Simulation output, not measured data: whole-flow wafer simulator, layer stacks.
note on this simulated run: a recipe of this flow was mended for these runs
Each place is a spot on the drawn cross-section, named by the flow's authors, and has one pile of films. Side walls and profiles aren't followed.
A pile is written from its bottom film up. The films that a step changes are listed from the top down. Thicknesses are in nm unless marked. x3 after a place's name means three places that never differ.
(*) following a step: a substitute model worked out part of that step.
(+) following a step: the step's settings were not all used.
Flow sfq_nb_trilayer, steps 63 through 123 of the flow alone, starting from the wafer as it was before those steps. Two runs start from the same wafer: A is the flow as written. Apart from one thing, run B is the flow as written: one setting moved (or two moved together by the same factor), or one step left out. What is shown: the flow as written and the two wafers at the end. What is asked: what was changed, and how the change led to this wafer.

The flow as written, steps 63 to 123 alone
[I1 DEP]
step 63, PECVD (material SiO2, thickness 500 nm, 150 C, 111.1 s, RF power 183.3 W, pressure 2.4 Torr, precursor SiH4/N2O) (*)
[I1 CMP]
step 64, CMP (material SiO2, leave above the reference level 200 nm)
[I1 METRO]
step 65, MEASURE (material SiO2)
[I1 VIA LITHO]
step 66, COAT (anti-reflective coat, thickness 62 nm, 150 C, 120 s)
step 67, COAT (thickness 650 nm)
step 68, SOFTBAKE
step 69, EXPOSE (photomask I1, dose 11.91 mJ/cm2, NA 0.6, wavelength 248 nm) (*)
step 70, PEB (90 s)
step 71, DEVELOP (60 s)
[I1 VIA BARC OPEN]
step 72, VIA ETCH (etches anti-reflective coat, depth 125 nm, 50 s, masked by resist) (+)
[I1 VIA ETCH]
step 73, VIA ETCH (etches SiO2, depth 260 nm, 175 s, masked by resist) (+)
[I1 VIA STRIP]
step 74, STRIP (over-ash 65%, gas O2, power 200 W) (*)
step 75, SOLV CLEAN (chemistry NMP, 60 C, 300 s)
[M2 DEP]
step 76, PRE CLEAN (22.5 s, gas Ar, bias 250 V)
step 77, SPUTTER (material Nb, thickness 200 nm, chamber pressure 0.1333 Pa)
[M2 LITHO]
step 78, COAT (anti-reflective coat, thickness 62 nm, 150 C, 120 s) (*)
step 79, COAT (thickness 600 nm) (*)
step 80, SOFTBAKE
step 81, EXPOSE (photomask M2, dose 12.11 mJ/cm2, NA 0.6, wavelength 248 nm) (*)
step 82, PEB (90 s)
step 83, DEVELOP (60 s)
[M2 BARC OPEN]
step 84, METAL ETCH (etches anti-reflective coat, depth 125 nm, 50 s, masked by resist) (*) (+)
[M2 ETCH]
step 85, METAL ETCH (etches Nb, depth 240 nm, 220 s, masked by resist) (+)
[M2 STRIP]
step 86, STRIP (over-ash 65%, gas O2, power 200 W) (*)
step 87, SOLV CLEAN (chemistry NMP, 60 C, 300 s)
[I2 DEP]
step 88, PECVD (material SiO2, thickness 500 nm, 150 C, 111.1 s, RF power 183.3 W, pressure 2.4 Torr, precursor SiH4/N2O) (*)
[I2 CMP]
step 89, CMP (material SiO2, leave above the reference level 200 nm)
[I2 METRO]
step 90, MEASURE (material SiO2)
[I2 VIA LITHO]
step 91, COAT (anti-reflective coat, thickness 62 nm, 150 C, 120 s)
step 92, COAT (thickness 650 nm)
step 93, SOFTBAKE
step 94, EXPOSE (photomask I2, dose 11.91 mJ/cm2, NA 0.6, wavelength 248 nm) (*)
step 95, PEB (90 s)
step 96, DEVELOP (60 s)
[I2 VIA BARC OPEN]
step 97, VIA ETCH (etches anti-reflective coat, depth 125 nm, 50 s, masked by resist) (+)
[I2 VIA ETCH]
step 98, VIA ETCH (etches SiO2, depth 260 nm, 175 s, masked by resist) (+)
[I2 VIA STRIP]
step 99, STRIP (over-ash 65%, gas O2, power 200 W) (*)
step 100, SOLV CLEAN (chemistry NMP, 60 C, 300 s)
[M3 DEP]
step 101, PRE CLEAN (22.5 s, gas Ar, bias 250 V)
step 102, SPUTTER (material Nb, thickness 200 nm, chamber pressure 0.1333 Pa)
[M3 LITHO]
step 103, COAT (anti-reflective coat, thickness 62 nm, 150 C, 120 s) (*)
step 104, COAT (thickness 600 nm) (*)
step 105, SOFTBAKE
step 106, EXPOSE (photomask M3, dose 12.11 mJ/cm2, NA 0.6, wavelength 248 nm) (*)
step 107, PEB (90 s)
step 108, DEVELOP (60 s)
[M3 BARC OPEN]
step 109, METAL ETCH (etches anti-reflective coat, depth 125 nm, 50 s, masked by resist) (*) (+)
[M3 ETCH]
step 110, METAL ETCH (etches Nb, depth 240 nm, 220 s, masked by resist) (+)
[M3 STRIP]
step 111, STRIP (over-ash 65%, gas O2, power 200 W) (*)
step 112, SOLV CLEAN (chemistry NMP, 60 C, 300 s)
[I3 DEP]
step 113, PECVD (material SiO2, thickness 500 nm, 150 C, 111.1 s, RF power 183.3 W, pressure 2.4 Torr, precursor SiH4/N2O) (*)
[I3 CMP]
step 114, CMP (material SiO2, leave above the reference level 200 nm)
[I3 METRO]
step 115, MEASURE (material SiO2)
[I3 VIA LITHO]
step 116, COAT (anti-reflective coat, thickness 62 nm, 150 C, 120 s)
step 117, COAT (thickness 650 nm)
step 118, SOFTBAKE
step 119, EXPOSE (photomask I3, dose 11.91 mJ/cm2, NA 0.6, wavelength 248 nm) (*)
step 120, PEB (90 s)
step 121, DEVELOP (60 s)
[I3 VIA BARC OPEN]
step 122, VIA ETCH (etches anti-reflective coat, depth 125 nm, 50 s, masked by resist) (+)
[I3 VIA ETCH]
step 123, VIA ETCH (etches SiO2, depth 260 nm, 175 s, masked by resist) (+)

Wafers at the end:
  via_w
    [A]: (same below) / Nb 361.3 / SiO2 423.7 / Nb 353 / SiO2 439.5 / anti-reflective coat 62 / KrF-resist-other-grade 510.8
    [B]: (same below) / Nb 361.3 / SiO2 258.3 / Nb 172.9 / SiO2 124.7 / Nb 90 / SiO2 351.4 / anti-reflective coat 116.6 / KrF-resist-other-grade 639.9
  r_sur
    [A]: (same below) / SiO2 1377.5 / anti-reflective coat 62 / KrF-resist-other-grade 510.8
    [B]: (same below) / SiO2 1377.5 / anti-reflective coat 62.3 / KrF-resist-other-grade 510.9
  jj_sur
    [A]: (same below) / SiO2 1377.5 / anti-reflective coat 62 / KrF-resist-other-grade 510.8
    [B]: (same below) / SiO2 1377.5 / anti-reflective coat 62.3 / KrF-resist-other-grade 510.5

What caused this: step 63, PECVD: 69.44 s was run, though the flow has 111.1 s.

Step by step, how the change led to this:
  step 63, PECVD (material SiO2, thickness 500 nm, 150 C, 111.1 s, RF power 183.3 W, pressure 2.4 Torr, precursor SiH4/N2O) (*)
      field_l, be, be_sur and 72 more: A SiO2 gains 500 | B SiO2 gains 312.6
      v_sur, via_wl, via_wr and 20 more: A SiO2 gains 500 (new film) | B SiO2 gains 312.6 (new film)
      (and at 8 other places as well)
  step 64, CMP (material SiO2, leave above the reference level 200 nm)
      field_l, be, be_sur and 72 more: A SiO2 loses 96 | B nothing
      lsp_m, ln_m6, lsp_r, l0_sur, l0v: A SiO2 loses 90.8 | B nothing
      (and at 26 other places as well)
  step 66, COAT (anti-reflective coat, thickness 62 nm, 150 C, 120 s)
      m0r_line_l x3, m0r_line_r x3: A anti-reflective coat gains 62 (new film) | B anti-reflective coat gains 65.8 (new film)
      m0r_space_l, m0r_space_r, m6r_space_l x2, m6r_space_r x2: A anti-reflective coat gains 62 (new film) | B anti-reflective coat gains 84.3 (new film)
      (and at 74 other places as well)
  step 67, COAT (thickness 650 nm)
      m0r_line_l x3, m0r_line_r x3: A KrF-resist-other-grade gains 650 (new film) | B KrF-resist-other-grade gains 670.1 (new film)
      ln_m6, l0v: A KrF-resist-other-grade gains 650 (new film) | B KrF-resist-other-grade gains 667.8 (new film)
      (and at 30 other places as well)
  step 71, DEVELOP (60 s)
      via_v: A KrF-resist-other-grade loses 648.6 (all of it) | B KrF-resist-other-grade loses 611.1 (all of it)
  step 72, VIA ETCH (etches anti-reflective coat, depth 125 nm, 50 s, masked by resist) (+)
      via_v: A anti-reflective coat loses 62 (all of it), SiO2 loses 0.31 | B anti-reflective coat loses 66.6 (all of it), SiO2 loses 0.29
  step 74, STRIP (over-ash 65%, gas O2, power 200 W) (*)
      m0r_line_l x3, m0r_line_r x3: A KrF-resist-other-grade loses 510.8 (all of it), anti-reflective coat loses 62 (all of it) | B KrF-resist-other-grade loses 530.9 (all of it), anti-reflective coat loses 65.8 (all of it)
      m0r_space_l, m0r_space_r, m6r_space_l x2, m6r_space_r x2: A KrF-resist-other-grade loses 510.8 (all of it), anti-reflective coat loses 62 (all of it) | B KrF-resist-other-grade loses 515.7 (all of it), anti-reflective coat loses 84.3 (all of it)
      (and at 80 other places as well)
  step 77, SPUTTER (material Nb, thickness 200 nm, chamber pressure 0.1333 Pa)
      be, lsp_l: A Nb gains 200 (new film) | B Nb gains 191.8 (new film)
      via_w: A Nb gains 200 (new film) | B Nb gains 172.9 (new film)
  step 78, COAT (anti-reflective coat, thickness 62 nm, 150 C, 120 s) (*)
      m0r_line_l x3, m0r_line_r x3: A anti-reflective coat gains 62 (new film) | B anti-reflective coat gains 63.8 (new film)
      m0r_space_l, m0r_space_r, m6r_space_l x2, m6r_space_r x2: A anti-reflective coat gains 62 (new film) | B anti-reflective coat gains 82.2 (new film)
      (and at 75 other places as well)
  step 79, COAT (thickness 600 nm) (*)
      m0r_line_l x3, m0r_line_r x3: A KrF-resist-other-grade gains 600 (new film) | B KrF-resist-other-grade gains 619.2 (new film)
      m5r_line_l, m5r_line_r: A KrF-resist-other-grade gains 600 (new film) | B KrF-resist-other-grade gains 620.3 (new film)
      (and at 36 other places as well)
  step 83, DEVELOP (60 s)
      m0r_line_l x3, m0r_line_r x3: A KrF-resist-other-grade loses 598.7 (all of it) | B KrF-resist-other-grade loses 617.9 (all of it)
      m5r_line_l, m5r_line_r: A KrF-resist-other-grade loses 598.7 (all of it) | B KrF-resist-other-grade loses 619 (all of it)
      (and at 23 other places as well)
  step 84, METAL ETCH (etches anti-reflective coat, depth 125 nm, 50 s, masked by resist) (*) (+)
      m0r_line_l x3, m0r_line_r x3: A anti-reflective coat loses 62 (all of it) | B anti-reflective coat loses 63.8 (all of it)
      m0r_space_l, m0r_space_r, m6r_space_l x2, m6r_space_r x2: A anti-reflective coat loses 62 (all of it) | B anti-reflective coat loses 82.2 (all of it)
      (and at 55 other places as well)
  step 85, METAL ETCH (etches Nb, depth 240 nm, 220 s, masked by resist) (+)
      be, lsp_l: A Nb loses 200 (all of it), SiO2 loses 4 | B Nb loses 191.8 (all of it), SiO2 loses 4.82
  step 86, STRIP (over-ash 65%, gas O2, power 200 W) (*)
      v_sur: A KrF-resist-other-grade loses 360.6 (all of it), anti-reflective coat loses 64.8 (all of it) | B KrF-resist-other-grade loses 331.7 (all of it), anti-reflective coat loses 40.5 (all of it)
      via_wl: A KrF-resist-other-grade loses 357.4 (all of it), anti-reflective coat loses 67.7 (all of it) | B KrF-resist-other-grade loses 342.7 (all of it), anti-reflective coat loses 27.8 (all of it)
      (and at 20 other places as well)
  step 88, PECVD (material SiO2, thickness 500 nm, 150 C, 111.1 s, RF power 183.3 W, pressure 2.4 Torr, precursor SiH4/N2O) (*)
      via_w: A SiO2 gains 500 (new film) | B SiO2 gains 549.5 (new film)
  step 89, CMP (material SiO2, leave above the reference level 200 nm)
      field_l, be_sur, gap and 72 more: A SiO2 loses 96 | B SiO2 loses 4.63
      lsp_m, ln_m6, lsp_r, l0_sur, l0v: A SiO2 loses 96 | B SiO2 loses 1.48
      (and at 3 other places as well)
  ... another 12 steps ...
  step 122, VIA ETCH (etches anti-reflective coat, depth 125 nm, 50 s, masked by resist) (+)
      via_v: A anti-reflective coat loses 62 (all of it), SiO2 loses 0.31 | B anti-reflective coat loses 71 (all of it), SiO2 loses 0.27
If metal films that touch count as one body, via_w has 3 bodies (between them, from the top down: SiO2 124.7; SiO2 258.3); the flow as written gives 2 bodies (between them, from the top down: SiO2 423.7).
